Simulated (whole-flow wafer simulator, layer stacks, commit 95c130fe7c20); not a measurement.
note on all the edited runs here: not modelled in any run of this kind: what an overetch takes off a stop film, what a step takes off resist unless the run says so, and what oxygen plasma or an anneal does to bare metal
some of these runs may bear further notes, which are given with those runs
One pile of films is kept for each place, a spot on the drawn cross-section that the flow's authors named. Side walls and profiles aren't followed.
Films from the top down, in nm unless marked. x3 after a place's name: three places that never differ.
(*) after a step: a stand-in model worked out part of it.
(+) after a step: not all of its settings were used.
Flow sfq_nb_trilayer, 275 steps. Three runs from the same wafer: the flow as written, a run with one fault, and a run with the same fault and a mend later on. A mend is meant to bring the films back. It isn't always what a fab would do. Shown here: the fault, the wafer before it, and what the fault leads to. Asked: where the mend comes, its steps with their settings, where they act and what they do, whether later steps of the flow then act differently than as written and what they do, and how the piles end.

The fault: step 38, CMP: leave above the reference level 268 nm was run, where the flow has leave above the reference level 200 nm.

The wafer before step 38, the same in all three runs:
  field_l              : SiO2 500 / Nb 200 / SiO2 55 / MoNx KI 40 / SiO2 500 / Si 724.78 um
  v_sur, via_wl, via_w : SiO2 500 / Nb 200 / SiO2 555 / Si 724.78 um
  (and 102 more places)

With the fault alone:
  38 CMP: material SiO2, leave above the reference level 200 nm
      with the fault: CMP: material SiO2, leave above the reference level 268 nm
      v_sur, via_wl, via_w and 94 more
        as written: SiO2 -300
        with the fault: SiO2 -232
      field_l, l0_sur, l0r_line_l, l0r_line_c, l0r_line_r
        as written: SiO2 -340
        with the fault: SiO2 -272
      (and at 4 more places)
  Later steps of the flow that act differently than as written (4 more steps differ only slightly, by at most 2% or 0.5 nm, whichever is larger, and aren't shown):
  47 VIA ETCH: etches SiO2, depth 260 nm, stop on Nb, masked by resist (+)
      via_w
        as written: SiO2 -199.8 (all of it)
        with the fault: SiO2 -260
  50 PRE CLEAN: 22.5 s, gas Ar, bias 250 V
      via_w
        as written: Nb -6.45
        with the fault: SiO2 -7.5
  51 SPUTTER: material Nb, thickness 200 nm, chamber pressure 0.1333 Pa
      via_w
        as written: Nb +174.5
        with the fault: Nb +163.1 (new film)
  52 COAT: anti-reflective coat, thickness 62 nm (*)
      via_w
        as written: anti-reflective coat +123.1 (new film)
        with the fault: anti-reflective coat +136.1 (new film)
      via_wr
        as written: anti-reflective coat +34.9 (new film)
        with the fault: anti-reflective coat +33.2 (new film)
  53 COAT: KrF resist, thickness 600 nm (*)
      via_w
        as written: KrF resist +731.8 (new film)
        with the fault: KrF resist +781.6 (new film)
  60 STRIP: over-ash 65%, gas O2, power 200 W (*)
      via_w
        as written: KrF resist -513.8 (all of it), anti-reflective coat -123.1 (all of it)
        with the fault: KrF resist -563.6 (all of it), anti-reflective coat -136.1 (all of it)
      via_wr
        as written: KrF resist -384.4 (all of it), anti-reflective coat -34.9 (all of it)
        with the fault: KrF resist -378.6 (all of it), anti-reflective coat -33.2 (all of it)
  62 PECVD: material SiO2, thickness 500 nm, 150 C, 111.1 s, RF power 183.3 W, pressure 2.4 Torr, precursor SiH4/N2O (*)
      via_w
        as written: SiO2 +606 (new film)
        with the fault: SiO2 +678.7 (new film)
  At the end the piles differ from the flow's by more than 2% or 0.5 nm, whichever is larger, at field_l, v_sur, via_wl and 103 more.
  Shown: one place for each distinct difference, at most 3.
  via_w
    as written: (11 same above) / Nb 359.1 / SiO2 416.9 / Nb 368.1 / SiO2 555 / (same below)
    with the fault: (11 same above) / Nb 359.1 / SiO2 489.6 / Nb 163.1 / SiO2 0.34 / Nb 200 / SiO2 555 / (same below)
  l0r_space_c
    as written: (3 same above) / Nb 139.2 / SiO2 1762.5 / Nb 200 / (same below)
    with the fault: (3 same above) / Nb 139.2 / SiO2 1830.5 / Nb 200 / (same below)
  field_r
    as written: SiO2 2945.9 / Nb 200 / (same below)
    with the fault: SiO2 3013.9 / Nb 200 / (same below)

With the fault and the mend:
  The mend comes after step 39.
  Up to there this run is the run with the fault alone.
  39a CMP: material SiO2, leave above the reference level 200 nm (the flow's step 38 once more)
      field_l, v_sur, via_wl and 103 more
        SiO2 -68
  No later step of the flow acts differently than as written at any place that is followed.
  At the end the piles are the same as the flow's at every place that both follow.
